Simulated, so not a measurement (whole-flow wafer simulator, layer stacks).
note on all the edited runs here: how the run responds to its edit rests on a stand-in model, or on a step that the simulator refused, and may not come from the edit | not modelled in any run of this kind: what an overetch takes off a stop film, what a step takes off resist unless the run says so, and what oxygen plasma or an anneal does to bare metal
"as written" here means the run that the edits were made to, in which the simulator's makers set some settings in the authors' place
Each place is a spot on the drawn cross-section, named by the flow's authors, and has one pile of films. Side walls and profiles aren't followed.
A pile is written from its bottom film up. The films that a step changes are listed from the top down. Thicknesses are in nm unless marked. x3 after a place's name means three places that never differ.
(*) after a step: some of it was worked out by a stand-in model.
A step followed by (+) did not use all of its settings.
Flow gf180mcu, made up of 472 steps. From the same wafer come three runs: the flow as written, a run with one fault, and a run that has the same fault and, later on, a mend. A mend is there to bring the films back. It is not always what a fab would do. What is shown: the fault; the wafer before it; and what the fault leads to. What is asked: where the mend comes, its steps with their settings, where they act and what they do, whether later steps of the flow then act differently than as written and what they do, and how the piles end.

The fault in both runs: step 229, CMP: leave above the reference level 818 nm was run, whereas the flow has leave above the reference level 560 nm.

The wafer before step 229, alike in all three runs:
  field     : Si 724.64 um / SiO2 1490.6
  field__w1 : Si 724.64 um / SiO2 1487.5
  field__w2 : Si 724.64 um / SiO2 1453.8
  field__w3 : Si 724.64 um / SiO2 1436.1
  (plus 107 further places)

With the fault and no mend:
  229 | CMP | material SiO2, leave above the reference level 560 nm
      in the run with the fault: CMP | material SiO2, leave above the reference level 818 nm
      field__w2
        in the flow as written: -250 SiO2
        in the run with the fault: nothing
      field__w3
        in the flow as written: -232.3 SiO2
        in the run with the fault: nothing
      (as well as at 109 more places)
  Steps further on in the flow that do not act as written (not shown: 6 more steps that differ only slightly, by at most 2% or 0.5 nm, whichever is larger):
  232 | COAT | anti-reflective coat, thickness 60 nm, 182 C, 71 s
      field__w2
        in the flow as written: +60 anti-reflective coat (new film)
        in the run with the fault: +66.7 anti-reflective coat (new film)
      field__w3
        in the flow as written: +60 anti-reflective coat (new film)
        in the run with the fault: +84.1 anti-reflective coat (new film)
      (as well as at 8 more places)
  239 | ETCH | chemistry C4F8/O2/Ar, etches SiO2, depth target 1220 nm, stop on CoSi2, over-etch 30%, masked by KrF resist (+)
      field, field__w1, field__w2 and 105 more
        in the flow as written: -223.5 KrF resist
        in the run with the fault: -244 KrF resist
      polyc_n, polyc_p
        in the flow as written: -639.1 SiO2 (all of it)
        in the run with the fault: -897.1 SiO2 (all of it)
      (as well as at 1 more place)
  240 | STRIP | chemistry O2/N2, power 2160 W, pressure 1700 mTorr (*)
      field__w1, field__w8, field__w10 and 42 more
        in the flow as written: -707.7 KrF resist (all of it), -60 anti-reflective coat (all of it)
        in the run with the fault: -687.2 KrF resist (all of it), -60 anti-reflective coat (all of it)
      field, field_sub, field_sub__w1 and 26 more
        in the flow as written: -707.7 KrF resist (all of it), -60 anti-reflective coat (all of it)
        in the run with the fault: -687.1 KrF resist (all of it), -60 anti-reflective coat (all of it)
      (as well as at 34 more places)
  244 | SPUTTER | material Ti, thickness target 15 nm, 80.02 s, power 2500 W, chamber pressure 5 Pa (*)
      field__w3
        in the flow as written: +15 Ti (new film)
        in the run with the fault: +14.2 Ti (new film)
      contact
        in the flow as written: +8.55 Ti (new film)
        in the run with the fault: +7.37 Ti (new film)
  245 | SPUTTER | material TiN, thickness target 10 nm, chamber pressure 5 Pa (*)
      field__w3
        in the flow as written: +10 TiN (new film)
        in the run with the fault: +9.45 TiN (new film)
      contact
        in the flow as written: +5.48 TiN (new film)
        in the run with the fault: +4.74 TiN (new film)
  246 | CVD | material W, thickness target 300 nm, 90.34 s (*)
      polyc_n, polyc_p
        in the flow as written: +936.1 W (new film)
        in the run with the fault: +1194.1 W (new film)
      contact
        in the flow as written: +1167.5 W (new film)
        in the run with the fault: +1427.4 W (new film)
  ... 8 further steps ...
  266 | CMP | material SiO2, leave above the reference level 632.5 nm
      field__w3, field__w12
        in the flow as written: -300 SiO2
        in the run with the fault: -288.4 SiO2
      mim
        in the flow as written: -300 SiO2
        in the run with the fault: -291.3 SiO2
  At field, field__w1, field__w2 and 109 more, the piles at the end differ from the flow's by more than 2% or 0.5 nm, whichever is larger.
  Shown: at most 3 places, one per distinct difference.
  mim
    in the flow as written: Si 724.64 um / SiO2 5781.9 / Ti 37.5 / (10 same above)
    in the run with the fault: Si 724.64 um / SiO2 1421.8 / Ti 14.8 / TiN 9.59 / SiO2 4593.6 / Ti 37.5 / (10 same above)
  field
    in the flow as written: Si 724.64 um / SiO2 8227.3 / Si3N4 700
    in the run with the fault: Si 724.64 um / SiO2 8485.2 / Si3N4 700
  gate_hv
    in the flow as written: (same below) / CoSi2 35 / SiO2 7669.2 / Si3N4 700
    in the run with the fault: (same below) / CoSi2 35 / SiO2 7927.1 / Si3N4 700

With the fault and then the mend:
  The mend stands after step 237.
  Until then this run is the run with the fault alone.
  237a | STRIP | chemistry O2/N2, power 2160 W, pressure 1700 mTorr (*)
      field__w8, field__w10, active and 48 more
        -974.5 KrF resist (all of it), -60 anti-reflective coat (all of it)
      field, field_sub, field_sub__w1 and 20 more
        -974.4 KrF resist (all of it), -60 anti-reflective coat (all of it)
      p_well, sti, spacer, sd_n, mim_1p0, pad, dice_street
        -974.6 KrF resist (all of it), -59.9 anti-reflective coat (all of it)
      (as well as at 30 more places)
  237b | CMP | material SiO2, leave above the reference level 560 nm (the flow's step 229, run once more)
      field, field__w1, field__w5 and 104 more
        -258 SiO2
      field__w2
        -250 SiO2
      field__w3
        -232.3 SiO2
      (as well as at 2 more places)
  237c | HMDS | 120 C, 60 s (the flow's step 231, run once more)
      alters no film at any place that is followed
  237d | COAT | anti-reflective coat, thickness 60 nm, 182 C, 71 s (the flow's step 232, run once more)
      field, field__w1, field__w2 and 108 more
        +60 anti-reflective coat (new film)
  237e | COAT | KrF resist, thickness 1000 nm (the flow's step 233, run once more)
      field, field__w1, field__w2 and 108 more
        +1000 KrF resist (new film)
  237f | SOFTBAKE | KrF resist (the flow's step 234, run once more)
      alters no film at any place that is followed
  237g | EXPOSE | photomask Contact (the flow's step 235, run once more)
      alters no film at any place that is followed
  237h | PEB | KrF resist, 135 C, 90 s (the flow's step 236, run once more)
      field, field__w1, field__w2 and 108 more
        -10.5 KrF resist
  237i | DEVELOP | KrF resist, thickness 1000 nm, 60 s (the flow's step 237, run once more)
      field, field__w1, field__w2 and 105 more
        -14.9 KrF resist
      contact, polyc_n, polyc_p
        -989.5 KrF resist (all of it)
  None of the later steps of the flow acts differently than as written at any place that is followed.
  The piles end the same as the flow's at every place that both follow.
